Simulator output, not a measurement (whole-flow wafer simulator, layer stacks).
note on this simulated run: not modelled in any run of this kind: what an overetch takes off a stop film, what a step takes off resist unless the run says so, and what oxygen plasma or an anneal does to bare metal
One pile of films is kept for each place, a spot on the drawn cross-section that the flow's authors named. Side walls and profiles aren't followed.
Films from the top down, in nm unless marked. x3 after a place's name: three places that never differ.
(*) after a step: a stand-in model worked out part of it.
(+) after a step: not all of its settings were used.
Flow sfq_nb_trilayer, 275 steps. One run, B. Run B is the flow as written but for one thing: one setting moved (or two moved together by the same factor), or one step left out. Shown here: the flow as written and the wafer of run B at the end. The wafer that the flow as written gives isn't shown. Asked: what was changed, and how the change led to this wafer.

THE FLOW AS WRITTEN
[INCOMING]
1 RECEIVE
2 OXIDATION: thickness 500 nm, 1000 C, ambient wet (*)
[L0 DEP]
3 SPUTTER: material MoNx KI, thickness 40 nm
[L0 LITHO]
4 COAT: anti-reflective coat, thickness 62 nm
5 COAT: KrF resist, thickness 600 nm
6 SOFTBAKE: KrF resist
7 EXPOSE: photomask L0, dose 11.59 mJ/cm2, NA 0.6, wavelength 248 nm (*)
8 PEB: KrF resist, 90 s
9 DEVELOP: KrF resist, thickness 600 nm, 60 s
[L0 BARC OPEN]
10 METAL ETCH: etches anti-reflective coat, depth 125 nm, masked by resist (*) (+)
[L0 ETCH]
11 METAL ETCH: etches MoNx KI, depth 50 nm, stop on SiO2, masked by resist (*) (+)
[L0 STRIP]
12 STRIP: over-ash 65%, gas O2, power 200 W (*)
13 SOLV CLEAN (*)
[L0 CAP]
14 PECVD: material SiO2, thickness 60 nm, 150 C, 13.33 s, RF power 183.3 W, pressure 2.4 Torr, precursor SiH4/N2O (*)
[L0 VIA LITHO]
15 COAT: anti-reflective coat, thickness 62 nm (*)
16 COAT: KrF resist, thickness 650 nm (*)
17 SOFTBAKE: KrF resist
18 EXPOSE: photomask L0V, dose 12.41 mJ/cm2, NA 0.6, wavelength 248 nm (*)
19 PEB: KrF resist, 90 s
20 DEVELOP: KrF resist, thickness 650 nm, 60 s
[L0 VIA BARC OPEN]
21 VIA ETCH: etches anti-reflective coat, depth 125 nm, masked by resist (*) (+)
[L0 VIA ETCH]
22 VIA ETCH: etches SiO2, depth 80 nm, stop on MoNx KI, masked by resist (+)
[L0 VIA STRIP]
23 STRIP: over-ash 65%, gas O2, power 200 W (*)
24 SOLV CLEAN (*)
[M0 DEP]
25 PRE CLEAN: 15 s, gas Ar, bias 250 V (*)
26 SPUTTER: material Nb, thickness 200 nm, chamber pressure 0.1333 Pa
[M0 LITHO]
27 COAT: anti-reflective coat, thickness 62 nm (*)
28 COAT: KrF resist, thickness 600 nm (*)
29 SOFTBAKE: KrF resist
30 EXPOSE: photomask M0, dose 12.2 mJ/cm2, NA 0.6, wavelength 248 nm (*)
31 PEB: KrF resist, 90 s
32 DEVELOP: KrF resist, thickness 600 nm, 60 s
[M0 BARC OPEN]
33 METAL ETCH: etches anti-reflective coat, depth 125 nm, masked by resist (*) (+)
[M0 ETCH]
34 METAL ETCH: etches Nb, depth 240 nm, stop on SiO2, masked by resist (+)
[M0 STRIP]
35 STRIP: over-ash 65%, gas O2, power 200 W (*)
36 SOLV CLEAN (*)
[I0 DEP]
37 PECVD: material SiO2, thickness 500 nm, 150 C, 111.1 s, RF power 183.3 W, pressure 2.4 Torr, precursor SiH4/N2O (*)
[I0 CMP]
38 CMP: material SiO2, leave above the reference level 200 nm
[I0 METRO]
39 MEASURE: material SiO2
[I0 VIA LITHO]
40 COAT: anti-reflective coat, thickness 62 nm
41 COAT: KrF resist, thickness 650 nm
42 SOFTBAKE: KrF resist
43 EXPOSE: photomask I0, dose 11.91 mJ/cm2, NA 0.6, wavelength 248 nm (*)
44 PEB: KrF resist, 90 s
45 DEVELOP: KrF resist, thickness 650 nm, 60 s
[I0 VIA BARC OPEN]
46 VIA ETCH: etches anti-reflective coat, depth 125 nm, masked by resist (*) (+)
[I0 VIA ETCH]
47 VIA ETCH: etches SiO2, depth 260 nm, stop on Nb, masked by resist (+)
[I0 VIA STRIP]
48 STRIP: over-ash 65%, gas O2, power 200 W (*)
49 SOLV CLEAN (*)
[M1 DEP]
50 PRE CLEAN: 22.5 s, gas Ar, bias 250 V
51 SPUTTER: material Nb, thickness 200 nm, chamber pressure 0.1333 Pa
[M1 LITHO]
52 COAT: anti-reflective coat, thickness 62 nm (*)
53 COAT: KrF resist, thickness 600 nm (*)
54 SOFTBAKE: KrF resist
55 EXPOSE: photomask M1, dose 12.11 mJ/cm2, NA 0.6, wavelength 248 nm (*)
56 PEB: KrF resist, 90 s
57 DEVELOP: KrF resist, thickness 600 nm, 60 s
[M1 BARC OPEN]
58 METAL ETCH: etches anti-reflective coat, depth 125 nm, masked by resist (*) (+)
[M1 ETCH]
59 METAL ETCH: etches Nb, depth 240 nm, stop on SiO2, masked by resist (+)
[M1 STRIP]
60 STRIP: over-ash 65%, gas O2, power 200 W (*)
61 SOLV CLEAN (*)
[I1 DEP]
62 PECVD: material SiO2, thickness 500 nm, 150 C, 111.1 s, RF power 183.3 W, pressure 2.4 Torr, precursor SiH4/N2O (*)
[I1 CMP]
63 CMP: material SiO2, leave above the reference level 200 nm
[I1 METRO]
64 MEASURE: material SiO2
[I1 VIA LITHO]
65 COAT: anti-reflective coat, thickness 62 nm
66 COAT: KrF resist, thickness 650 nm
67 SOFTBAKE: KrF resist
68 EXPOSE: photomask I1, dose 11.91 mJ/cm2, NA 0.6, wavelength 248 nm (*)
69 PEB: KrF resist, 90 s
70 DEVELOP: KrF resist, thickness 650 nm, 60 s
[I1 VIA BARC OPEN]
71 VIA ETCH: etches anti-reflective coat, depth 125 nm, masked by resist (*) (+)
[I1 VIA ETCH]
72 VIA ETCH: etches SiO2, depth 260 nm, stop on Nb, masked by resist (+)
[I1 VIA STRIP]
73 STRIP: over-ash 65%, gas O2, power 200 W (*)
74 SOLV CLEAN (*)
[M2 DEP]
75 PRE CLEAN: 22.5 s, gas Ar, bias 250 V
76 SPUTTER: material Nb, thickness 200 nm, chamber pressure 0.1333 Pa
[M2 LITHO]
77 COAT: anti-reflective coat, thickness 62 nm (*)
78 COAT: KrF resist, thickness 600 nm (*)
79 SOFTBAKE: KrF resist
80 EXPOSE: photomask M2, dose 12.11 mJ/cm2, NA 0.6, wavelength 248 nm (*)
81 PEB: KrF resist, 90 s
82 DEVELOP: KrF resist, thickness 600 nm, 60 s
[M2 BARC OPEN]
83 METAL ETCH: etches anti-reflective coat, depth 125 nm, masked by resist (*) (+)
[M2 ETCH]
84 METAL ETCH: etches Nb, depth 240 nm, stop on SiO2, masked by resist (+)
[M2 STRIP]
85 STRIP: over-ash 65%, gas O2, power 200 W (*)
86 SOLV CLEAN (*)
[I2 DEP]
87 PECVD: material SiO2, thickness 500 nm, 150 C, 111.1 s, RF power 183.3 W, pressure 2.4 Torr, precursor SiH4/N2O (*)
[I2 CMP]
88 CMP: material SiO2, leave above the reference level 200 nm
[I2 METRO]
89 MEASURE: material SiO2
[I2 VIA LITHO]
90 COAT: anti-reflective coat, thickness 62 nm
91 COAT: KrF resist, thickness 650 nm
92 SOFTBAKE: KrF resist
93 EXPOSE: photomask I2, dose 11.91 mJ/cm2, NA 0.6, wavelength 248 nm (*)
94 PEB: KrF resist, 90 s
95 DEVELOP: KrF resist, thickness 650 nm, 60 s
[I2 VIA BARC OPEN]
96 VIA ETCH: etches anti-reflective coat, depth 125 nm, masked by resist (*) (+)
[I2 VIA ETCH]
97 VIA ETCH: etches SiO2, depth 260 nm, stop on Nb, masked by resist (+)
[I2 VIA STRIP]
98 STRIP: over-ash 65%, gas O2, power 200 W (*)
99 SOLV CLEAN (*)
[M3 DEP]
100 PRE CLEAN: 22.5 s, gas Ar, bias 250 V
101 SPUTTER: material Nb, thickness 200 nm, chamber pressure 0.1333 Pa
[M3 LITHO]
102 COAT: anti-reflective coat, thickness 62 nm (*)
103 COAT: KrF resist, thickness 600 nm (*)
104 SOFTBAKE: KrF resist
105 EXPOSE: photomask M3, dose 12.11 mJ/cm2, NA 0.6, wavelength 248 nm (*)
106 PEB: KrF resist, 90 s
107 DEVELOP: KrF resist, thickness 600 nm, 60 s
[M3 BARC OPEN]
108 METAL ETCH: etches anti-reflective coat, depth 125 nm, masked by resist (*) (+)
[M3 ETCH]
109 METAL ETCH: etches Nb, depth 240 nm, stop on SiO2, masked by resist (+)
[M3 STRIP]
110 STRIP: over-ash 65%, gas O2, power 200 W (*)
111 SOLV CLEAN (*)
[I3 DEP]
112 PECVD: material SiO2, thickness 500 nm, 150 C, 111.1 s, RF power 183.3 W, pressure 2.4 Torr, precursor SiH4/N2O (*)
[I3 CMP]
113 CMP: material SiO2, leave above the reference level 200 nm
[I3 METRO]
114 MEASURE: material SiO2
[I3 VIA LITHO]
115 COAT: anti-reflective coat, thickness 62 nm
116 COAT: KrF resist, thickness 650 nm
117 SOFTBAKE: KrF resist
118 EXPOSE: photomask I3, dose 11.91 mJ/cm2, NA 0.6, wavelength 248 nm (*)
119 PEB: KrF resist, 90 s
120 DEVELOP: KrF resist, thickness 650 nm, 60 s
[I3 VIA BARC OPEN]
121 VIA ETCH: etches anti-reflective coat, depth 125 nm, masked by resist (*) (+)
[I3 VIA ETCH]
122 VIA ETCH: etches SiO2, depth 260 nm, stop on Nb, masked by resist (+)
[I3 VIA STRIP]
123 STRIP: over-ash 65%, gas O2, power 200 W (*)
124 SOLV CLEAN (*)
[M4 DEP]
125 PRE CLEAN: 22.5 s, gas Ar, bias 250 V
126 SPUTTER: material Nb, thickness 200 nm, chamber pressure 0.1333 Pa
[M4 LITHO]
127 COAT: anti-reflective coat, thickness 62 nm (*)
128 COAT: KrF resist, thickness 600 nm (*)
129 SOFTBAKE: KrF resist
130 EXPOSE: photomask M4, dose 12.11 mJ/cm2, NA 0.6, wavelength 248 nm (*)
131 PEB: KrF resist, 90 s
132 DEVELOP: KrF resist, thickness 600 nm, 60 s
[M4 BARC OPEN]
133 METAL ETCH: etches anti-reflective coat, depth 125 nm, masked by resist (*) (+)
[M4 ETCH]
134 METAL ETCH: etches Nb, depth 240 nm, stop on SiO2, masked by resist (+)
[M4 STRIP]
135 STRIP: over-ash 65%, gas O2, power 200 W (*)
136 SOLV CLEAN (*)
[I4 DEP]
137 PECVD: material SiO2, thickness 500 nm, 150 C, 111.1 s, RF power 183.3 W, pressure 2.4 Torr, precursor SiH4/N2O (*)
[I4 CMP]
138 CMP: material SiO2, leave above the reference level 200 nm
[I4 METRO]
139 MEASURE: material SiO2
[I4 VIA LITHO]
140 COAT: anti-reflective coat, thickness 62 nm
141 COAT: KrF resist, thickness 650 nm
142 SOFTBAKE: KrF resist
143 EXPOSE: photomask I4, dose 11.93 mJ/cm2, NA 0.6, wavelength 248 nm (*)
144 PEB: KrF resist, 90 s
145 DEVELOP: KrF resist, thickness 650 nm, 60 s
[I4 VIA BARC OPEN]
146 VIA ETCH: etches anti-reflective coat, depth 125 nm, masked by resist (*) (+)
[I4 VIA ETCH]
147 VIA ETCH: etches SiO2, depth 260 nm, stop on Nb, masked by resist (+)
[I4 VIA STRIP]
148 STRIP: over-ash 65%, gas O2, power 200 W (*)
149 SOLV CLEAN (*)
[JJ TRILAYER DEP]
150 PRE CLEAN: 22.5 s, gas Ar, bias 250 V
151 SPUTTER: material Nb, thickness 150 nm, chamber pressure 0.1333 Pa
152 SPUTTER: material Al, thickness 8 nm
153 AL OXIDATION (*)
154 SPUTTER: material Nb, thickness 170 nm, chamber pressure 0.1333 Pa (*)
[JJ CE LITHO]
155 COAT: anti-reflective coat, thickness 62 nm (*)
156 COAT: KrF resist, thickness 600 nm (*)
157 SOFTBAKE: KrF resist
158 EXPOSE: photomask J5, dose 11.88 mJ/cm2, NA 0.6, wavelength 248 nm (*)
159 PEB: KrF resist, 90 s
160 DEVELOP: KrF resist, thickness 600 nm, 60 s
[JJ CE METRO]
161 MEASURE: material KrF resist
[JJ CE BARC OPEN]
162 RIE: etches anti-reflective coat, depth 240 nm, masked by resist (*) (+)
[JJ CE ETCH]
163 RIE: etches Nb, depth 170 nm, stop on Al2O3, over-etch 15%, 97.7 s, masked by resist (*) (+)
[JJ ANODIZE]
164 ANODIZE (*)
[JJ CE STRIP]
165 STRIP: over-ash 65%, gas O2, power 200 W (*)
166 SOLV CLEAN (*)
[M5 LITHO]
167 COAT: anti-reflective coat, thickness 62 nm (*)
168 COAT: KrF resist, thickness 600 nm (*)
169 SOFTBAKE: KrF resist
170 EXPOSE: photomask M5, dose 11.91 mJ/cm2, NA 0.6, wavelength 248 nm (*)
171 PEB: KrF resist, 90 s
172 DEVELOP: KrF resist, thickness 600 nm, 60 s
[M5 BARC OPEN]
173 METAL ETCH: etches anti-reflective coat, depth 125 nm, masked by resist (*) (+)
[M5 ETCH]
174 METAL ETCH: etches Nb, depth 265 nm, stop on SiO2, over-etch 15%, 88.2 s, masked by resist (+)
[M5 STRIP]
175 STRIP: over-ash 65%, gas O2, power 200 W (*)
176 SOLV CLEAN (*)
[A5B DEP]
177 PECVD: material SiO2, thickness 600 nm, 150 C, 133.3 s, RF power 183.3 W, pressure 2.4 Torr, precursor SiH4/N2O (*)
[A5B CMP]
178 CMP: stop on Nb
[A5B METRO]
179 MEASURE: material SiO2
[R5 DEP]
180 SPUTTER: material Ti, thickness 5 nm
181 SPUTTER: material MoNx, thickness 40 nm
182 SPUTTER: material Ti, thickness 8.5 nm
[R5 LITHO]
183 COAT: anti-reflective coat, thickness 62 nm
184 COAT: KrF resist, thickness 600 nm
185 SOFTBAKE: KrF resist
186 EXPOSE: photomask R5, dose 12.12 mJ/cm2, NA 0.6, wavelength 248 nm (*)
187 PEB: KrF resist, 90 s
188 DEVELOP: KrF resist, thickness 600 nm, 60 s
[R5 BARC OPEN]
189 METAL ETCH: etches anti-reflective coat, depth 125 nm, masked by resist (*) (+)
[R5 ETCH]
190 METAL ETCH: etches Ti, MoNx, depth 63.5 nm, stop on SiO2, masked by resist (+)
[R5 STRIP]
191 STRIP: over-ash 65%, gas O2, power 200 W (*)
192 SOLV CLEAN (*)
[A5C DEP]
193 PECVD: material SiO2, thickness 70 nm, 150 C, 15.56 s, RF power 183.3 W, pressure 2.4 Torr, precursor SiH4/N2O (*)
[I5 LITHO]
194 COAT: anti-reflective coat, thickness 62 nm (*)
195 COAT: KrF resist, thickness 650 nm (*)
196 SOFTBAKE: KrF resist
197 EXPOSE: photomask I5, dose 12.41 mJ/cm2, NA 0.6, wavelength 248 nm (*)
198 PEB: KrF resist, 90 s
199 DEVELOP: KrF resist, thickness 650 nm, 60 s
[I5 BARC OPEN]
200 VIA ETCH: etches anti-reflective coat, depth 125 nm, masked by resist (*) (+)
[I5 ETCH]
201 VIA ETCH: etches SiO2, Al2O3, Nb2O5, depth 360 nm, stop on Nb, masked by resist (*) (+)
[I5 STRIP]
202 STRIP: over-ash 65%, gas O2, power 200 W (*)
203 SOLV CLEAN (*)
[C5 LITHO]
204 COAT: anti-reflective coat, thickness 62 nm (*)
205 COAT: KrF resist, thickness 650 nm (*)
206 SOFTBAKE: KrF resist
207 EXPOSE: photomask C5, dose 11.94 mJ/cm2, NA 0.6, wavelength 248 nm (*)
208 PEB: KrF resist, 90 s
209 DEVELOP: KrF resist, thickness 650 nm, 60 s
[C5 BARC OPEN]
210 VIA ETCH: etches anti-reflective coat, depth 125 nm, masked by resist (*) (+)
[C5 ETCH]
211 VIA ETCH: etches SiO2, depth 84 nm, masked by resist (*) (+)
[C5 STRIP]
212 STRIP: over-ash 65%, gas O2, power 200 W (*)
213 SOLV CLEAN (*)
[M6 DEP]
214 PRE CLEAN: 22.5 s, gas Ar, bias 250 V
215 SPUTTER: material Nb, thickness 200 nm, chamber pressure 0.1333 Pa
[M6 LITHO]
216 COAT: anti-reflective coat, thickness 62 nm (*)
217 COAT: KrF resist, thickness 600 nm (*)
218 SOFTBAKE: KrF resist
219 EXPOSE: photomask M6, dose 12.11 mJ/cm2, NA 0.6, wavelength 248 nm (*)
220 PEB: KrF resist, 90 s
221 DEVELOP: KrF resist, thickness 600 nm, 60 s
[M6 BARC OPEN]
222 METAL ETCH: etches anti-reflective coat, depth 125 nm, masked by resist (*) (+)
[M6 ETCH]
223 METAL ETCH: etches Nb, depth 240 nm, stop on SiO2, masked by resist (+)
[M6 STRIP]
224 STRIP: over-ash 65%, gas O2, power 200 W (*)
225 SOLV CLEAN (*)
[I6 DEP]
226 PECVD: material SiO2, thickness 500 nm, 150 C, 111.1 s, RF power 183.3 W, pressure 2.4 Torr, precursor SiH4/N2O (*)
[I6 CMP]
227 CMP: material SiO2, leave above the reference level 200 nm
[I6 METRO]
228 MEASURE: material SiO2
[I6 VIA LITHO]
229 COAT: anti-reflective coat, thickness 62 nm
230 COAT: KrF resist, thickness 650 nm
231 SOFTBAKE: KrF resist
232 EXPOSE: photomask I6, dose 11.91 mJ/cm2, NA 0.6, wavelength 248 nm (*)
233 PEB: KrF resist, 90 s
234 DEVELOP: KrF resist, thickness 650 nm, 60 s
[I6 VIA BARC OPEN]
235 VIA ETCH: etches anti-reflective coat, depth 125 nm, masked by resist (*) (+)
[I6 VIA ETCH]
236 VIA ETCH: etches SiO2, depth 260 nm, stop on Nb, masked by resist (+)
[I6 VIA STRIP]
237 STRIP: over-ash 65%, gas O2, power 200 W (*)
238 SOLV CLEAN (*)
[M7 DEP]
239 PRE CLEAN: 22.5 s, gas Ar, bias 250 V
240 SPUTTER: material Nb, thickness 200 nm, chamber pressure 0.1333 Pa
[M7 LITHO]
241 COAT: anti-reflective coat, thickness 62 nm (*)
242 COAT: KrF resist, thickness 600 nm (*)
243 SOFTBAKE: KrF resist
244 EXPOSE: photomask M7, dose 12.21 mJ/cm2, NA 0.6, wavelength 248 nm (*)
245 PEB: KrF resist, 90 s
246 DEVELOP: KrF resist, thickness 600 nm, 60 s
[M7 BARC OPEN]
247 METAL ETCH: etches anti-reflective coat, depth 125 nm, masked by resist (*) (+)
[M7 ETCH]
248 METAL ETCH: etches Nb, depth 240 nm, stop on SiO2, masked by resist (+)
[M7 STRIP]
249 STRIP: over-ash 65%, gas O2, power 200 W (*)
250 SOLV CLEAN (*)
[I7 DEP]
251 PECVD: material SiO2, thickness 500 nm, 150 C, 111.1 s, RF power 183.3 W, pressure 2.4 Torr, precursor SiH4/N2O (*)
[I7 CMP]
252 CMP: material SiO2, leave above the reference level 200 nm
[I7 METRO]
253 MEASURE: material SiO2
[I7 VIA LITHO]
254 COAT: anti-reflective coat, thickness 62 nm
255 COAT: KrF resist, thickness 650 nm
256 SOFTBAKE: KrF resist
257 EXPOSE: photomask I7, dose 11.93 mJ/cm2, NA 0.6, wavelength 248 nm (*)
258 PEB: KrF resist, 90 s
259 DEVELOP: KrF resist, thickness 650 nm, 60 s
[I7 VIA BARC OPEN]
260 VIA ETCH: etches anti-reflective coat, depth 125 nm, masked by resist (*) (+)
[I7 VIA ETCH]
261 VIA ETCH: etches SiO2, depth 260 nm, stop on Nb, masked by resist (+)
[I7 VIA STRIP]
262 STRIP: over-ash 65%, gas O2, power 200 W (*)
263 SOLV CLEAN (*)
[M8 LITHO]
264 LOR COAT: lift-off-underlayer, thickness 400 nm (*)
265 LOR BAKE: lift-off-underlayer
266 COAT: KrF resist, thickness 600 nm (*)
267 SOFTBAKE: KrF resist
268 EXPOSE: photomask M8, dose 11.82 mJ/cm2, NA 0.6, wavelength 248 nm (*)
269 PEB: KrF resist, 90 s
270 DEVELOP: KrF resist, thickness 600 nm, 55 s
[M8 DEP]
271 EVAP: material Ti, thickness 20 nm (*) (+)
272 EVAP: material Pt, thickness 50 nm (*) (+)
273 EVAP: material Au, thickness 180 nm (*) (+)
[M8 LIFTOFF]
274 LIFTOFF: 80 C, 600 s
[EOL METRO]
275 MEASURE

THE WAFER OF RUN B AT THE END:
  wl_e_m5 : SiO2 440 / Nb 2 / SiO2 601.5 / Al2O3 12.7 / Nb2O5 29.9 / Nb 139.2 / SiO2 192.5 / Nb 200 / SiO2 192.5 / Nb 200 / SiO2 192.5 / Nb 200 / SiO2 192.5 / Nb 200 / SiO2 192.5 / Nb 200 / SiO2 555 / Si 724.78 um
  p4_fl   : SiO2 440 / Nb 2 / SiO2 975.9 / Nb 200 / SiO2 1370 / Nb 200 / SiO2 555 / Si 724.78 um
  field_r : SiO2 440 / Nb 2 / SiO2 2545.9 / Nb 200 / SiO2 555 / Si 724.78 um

The cause: step 240, SPUTTER: thickness 242 nm was run, where the flow has thickness 200 nm.

How the change led to this, step by step:
  240 SPUTTER: material Nb, thickness 200 nm, chamber pressure 0.1333 Pa
      field_l, v_sur, via_wl and 102 more: Nb +242 (new film) (as written it would be: Nb +200 (new film))
      via_v: Nb +195.1 (as written it would be: Nb +161.1)
  241 COAT: anti-reflective coat, thickness 62 nm (*)
      via_v: anti-reflective coat +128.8 (new film) (as written it would be: anti-reflective coat +126 (new film))
  248 METAL ETCH: etches Nb, depth 240 nm, stop on SiO2, masked by resist (+)
      field_l, field_r, lsp_l and 62 more: Nb -240 (as written it would be: Nb -200 (all of it))
  249 STRIP: over-ash 65%, gas O2, power 200 W (*)
      via_v: KrF resist -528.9 (all of it), anti-reflective coat -128.8 (all of it) (as written it would be: KrF resist -524.5 (all of it), anti-reflective coat -126 (all of it))
  251 PECVD: material SiO2, thickness 500 nm, 150 C, 111.1 s, RF power 183.3 W, pressure 2.4 Torr, precursor SiH4/N2O (*)
      field_l, p4_fl, p4_fm and 56 more: SiO2 +500 (new film) (as written it would be: SiO2 +500)
      field_r, lsp_l: SiO2 +473.2 (new film) (as written it would be: SiO2 +477.7)
      (and at 4 more places)
  252 CMP: material SiO2, leave above the reference level 200 nm
      field_l, p4_fl, p4_fm and 56 more: SiO2 -60 (as written it would be: SiO2 -100)
      field_r, lsp_l: SiO2 -33.2 (as written it would be: SiO2 -77.7)
      (and at 3 more places)
Counting metal films that touch as one body, wl_e_m5 has 7 bodies (between them, from the top down: SiO2 601.5 / Al2O3 12.7 / Nb2O5 29.9; SiO2 192.5; SiO2 192.5; SiO2 192.5; SiO2 192.5; SiO2 192.5); the flow as written gives 6 bodies (between them, from the top down: SiO2 192.5; SiO2 192.5; SiO2 192.5; SiO2 192.5; SiO2 192.5).
Counting metal films that touch as one body, p4_fl has 3 bodies (between them, from the top down: SiO2 975.9; SiO2 1370); the flow as written gives 2 bodies (between them, from the top down: SiO2 1370).
Counting metal films that touch as one body, field_r has 2 bodies (between them, from the top down: SiO2 2545.9); the flow as written gives 1 body.
